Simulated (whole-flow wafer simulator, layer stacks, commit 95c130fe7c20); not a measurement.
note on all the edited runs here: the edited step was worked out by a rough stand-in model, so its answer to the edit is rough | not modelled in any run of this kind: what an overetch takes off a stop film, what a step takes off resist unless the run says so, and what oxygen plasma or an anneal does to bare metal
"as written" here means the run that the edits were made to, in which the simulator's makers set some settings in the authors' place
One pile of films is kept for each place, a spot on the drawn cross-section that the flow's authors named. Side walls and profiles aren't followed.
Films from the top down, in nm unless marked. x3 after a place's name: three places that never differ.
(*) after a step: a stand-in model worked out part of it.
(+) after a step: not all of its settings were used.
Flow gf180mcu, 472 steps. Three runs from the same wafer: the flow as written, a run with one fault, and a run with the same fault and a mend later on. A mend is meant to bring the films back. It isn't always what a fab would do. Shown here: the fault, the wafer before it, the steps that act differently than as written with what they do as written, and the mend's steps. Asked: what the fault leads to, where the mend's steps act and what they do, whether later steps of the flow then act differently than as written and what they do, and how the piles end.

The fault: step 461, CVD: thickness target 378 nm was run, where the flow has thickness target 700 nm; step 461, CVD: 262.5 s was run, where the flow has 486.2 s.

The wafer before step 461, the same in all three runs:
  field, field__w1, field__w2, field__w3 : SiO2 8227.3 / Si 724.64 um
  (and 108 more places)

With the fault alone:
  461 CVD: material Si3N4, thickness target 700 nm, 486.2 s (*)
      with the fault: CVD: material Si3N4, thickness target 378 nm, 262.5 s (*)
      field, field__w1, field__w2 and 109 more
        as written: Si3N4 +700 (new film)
        with the fault: Si3N4 +378.1 (new film)
  Later steps of the flow that act differently than as written (4 more steps differ only slightly, by at most 2% or 0.5 nm, whichever is larger, and aren't shown):
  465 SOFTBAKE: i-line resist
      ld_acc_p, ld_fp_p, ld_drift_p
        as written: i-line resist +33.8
        with the fault: i-line resist +32.1
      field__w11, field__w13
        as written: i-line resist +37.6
        with the fault: i-line resist +35.9
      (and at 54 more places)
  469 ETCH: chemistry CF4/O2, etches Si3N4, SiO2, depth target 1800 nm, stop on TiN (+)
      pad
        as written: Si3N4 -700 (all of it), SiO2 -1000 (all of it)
        with the fault: Si3N4 -378.1 (all of it), SiO2 -1000 (all of it)
  At the end the piles differ from the flow's by more than 2% or 0.5 nm, whichever is larger, at field, field__w1, field__w2 and 108 more.
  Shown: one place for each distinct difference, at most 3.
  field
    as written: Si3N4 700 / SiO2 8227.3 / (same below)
    with the fault: Si3N4 378.1 / SiO2 8227.3 / (same below)
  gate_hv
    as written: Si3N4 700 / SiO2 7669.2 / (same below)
    with the fault: Si3N4 378.1 / SiO2 7669.2 / (same below)
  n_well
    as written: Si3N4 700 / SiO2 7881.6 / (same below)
    with the fault: Si3N4 378.1 / SiO2 7881.6 / (same below)

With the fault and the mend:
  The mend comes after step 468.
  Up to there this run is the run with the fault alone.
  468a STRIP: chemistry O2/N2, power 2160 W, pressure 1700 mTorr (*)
      iso_ptap_pw, iso_ntap_nw, iso_nw_fld and 33 more
        i-line resist -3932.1 (all of it)
      p_well, sti, spacer, sd_n, mim_1p0, dice_street
        i-line resist -3938 (all of it)
      field__w2, field__w3, field__w12
        i-line resist -3984.1 (all of it)
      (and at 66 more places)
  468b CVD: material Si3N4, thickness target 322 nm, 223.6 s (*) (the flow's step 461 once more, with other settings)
      field, field__w1, field__w2 and 109 more
        Si3N4 +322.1
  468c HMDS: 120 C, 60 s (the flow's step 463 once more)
      changes no film at any place that is followed
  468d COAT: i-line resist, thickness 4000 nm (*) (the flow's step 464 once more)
      iso_ptap_pw, iso_ntap_nw, iso_nw_fld and 33 more
        i-line resist +4000 (new film)
      field__w9, field__w13, sd_p_hv, gate_p_hv, nplus_u, npoly_u
        i-line resist +4017 (new film)
      p_well, sti, spacer, sd_n, mim_1p0, dice_street
        i-line resist +4006.3 (new film)
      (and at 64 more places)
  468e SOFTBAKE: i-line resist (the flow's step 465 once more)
      ld_acc_p, ld_fp_p, ld_drift_p
        i-line resist +33.8
      field__w2, field_sub__w4
        i-line resist +33.4
      field__w11, field__w13
        i-line resist +37.6
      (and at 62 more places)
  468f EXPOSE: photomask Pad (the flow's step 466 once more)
      changes no film at any place that is followed
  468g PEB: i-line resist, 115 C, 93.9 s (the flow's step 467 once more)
      iso_ptap_pw, iso_ntap_nw, iso_nw_fld and 33 more
        i-line resist -67.9
      field, field__w2, field__w3 and 25 more
        i-line resist -68.8
      field_sub, field_sub__w1, field_sub__w2 and 23 more
        i-line resist -68.7
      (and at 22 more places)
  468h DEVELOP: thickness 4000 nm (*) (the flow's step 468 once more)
      field__w5, field__w7, field__w13 and 13 more
        i-line resist -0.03
      pad
        i-line resist -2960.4 (all of it)
  No later step of the flow acts differently than as written, at any place that is followed, by more than 2% or 0.5 nm, whichever is larger.
  At the end the piles differ from the flow's only slightly at the places that both follow, by at most 2% or 0.5 nm, whichever is larger.
